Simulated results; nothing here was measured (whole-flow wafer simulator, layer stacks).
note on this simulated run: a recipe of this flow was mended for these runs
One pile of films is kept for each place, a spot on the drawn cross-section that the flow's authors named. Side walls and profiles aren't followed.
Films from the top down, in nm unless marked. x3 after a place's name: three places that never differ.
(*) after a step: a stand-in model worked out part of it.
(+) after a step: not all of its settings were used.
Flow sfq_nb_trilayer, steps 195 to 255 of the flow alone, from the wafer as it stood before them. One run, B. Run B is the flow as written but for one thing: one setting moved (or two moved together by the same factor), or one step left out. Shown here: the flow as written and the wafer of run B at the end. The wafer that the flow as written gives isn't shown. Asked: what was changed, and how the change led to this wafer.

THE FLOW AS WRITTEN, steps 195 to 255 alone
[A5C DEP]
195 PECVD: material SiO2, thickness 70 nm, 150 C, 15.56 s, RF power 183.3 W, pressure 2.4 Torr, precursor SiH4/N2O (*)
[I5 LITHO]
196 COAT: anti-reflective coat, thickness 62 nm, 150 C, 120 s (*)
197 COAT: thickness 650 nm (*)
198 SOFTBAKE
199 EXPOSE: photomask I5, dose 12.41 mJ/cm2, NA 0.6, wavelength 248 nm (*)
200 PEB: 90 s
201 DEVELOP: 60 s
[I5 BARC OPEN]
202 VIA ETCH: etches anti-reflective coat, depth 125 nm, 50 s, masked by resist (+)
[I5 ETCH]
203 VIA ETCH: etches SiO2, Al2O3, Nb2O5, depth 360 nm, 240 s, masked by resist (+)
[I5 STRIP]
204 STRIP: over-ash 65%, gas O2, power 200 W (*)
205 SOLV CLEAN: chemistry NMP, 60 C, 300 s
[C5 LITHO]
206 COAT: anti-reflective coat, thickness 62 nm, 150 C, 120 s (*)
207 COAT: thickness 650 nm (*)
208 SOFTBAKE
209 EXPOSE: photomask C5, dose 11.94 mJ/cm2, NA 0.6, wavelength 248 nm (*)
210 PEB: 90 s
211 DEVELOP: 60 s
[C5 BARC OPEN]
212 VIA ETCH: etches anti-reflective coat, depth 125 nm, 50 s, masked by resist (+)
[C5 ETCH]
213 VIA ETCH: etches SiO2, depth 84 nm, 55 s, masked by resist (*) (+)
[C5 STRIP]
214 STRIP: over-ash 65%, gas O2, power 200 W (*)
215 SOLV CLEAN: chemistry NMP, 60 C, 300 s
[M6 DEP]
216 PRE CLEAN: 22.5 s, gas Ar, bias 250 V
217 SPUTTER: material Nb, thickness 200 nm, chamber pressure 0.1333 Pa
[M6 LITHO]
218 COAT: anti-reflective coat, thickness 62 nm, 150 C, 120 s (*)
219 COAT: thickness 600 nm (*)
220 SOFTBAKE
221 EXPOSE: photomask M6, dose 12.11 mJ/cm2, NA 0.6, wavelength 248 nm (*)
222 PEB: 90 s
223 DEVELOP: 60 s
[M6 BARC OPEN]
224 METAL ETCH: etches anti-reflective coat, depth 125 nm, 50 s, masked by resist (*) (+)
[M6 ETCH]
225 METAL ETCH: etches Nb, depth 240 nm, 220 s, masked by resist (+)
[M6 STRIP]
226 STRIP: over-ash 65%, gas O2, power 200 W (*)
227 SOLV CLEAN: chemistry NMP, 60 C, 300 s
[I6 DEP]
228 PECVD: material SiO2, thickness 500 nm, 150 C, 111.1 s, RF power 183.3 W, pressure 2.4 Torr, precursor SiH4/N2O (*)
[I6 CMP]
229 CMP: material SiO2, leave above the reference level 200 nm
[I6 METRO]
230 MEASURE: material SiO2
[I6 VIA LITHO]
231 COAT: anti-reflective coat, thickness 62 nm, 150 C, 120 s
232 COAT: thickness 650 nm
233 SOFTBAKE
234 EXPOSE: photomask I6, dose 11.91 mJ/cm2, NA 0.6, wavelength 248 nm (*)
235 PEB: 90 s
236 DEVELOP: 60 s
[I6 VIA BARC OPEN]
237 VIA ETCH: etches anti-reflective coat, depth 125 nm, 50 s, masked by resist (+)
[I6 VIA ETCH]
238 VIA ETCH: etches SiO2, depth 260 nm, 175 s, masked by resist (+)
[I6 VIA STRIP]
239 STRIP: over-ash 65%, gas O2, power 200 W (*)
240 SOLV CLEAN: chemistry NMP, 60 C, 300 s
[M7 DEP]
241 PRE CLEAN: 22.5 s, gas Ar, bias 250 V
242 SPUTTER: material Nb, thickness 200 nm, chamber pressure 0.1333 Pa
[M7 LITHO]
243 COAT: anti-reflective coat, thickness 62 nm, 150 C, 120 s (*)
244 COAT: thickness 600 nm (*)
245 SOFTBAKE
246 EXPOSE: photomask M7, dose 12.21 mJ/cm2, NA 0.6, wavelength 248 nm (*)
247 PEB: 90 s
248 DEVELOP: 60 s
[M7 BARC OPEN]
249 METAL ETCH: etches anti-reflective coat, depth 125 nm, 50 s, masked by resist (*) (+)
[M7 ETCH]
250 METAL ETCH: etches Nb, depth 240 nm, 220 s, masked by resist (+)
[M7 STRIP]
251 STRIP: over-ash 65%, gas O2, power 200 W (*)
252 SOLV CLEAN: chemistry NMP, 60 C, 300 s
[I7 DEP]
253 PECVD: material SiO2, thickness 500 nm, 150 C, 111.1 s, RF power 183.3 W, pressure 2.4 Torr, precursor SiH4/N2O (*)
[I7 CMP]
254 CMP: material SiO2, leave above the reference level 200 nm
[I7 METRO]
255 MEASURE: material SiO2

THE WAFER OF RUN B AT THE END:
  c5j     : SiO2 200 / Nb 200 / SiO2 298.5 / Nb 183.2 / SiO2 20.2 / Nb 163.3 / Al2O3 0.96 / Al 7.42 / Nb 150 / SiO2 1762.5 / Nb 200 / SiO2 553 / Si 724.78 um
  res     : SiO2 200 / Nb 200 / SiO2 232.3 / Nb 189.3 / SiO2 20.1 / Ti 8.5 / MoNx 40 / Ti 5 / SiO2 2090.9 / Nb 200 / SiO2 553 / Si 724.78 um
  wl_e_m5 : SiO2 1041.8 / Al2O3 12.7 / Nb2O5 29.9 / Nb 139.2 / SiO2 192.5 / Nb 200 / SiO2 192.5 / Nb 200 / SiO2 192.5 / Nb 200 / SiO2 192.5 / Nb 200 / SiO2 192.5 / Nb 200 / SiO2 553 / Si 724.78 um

The cause: step 195, PECVD: 24.89 s was run, where the flow has 15.56 s.

How the change led to this, step by step:
  195 PECVD: material SiO2, thickness 70 nm, 150 C, 15.56 s, RF power 183.3 W, pressure 2.4 Torr, precursor SiH4/N2O (*)
      field_l, v_sur, via_wl and 92 more: SiO2 +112 (as written it would be: SiO2 +70)
      ce_l, c5j, ce_r and 8 more: SiO2 +112 (new film) (as written it would be: SiO2 +70 (new film))
  196 COAT: anti-reflective coat, thickness 62 nm, 150 C, 120 s (*)
      r5r_line_l, r5r_line_c, r5r_line_r: anti-reflective coat +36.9 (new film) (as written it would be: anti-reflective coat +35.5 (new film))
  203 VIA ETCH: etches SiO2, Al2O3, Nb2O5, depth 360 nm, 240 s, masked by resist (+)
      be: SiO2 -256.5 (all of it), Al2O3 -12.7 (all of it), Nb2O5 -29.9 (all of it), Nb -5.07 (as written it would be: SiO2 -214.5 (all of it), Al2O3 -12.7 (all of it), Nb2O5 -29.9 (all of it), Nb -8.57)
  204 STRIP: over-ash 65%, gas O2, power 200 W (*)
      r5r_line_l, r5r_line_c, r5r_line_r: KrF-resist-other-grade -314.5 (all of it), anti-reflective coat -36.9 (all of it) (as written it would be: KrF-resist-other-grade -314.5 (all of it), anti-reflective coat -35.5 (all of it))
  206 COAT: anti-reflective coat, thickness 62 nm, 150 C, 120 s (*)
      r5r_line_l, r5r_line_c, r5r_line_r: anti-reflective coat +36.9 (new film) (as written it would be: anti-reflective coat +35.5 (new film))
      be: anti-reflective coat +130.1 (new film) (as written it would be: anti-reflective coat +124.3 (new film))
  207 COAT: thickness 650 nm (*)
      be: KrF-resist-other-grade +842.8 (new film) (as written it would be: KrF-resist-other-grade +815 (new film))
  213 VIA ETCH: etches SiO2, depth 84 nm, 55 s, masked by resist (*) (+)
      c5j: SiO2 -84 (as written it would be: SiO2 -69.7 (all of it), Nb -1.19)
      res: SiO2 -84 (as written it would be: SiO2 -69.7 (all of it), Ti -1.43)
  214 STRIP: over-ash 65%, gas O2, power 200 W (*)
      r5r_line_l, r5r_line_c, r5r_line_r: KrF-resist-other-grade -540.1 (all of it), anti-reflective coat -36.9 (all of it) (as written it would be: KrF-resist-other-grade -540 (all of it), anti-reflective coat -35.5 (all of it))
      be: KrF-resist-other-grade -733.4 (all of it), anti-reflective coat -130.1 (all of it) (as written it would be: KrF-resist-other-grade -705.8 (all of it), anti-reflective coat -124.3 (all of it))
  216 PRE CLEAN: 22.5 s, gas Ar, bias 250 V
      c5j: SiO2 -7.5 (as written it would be: Nb -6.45)
      res: SiO2 -7.5 (as written it would be: Ti -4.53)
  217 SPUTTER: material Nb, thickness 200 nm, chamber pressure 0.1333 Pa
      c5j: Nb +183.2 (new film) (as written it would be: Nb +188.4)
      be: Nb +137.4 (as written it would be: Nb +145.8)
  218 COAT: anti-reflective coat, thickness 62 nm, 150 C, 120 s (*)
      r5r_line_l, r5r_line_c, r5r_line_r: anti-reflective coat +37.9 (new film) (as written it would be: anti-reflective coat +37.1 (new film))
      be: anti-reflective coat +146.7 (new film) (as written it would be: anti-reflective coat +139.6 (new film))
      (and at 8 more places)
  219 COAT: thickness 600 nm (*)
      be: KrF-resist-other-grade +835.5 (new film) (as written it would be: KrF-resist-other-grade +795.2 (new film))
  224 METAL ETCH: etches anti-reflective coat, depth 125 nm, 50 s, masked by resist (*) (+)
      r5r_line_l, r5r_line_c, r5r_line_r: anti-reflective coat -37.9 (all of it) (as written it would be: anti-reflective coat -37.1 (all of it))
  226 STRIP: over-ash 65%, gas O2, power 200 W (*)
      be: KrF-resist-other-grade -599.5 (all of it), anti-reflective coat -146.7 (all of it) (as written it would be: KrF-resist-other-grade -559.4 (all of it), anti-reflective coat -139.6 (all of it))
      jj_sur: KrF-resist-other-grade -363.4 (all of it), anti-reflective coat -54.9 (all of it) (as written it would be: KrF-resist-other-grade -361.7 (all of it), anti-reflective coat -57.9 (all of it))
      (and at 7 more places)
  228 PECVD: material SiO2, thickness 500 nm, 150 C, 111.1 s, RF power 183.3 W, pressure 2.4 Torr, precursor SiH4/N2O (*)
      be: SiO2 +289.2 (new film), void +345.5 (new film), SiO2 +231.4 (new film) (as written it would be: SiO2 +702 (new film))
      c5j: SiO2 +534 (new film) (as written it would be: SiO2 +514.7 (new film))
  229 CMP: material SiO2, leave above the reference level 200 nm
      be: SiO2 -289.2 (all of it), void -345.5 (all of it) (as written it would be: SiO2 -182.7)
      res: SiO2 -260.2 (as written it would be: SiO2 -279.3)
  ... 12 more steps ...
  254 CMP: material SiO2, leave above the reference level 200 nm
      be: nothing (as written it would be: SiO2 -300)
Counting metal films that touch as one body, c5j has 5 bodies (between them, from the top down: SiO2 298.5; SiO2 20.2; Al2O3 0.96; SiO2 1762.5); the flow as written gives 4 bodies (between them, from the top down: SiO2 279.2; Al2O3 0.96; SiO2 1762.5).
Counting metal films that touch as one body, res has 4 bodies (between them, from the top down: SiO2 232.3; SiO2 20.1; SiO2 2090.9); the flow as written gives 3 bodies (between them, from the top down: SiO2 213.2; SiO2 2090.9).
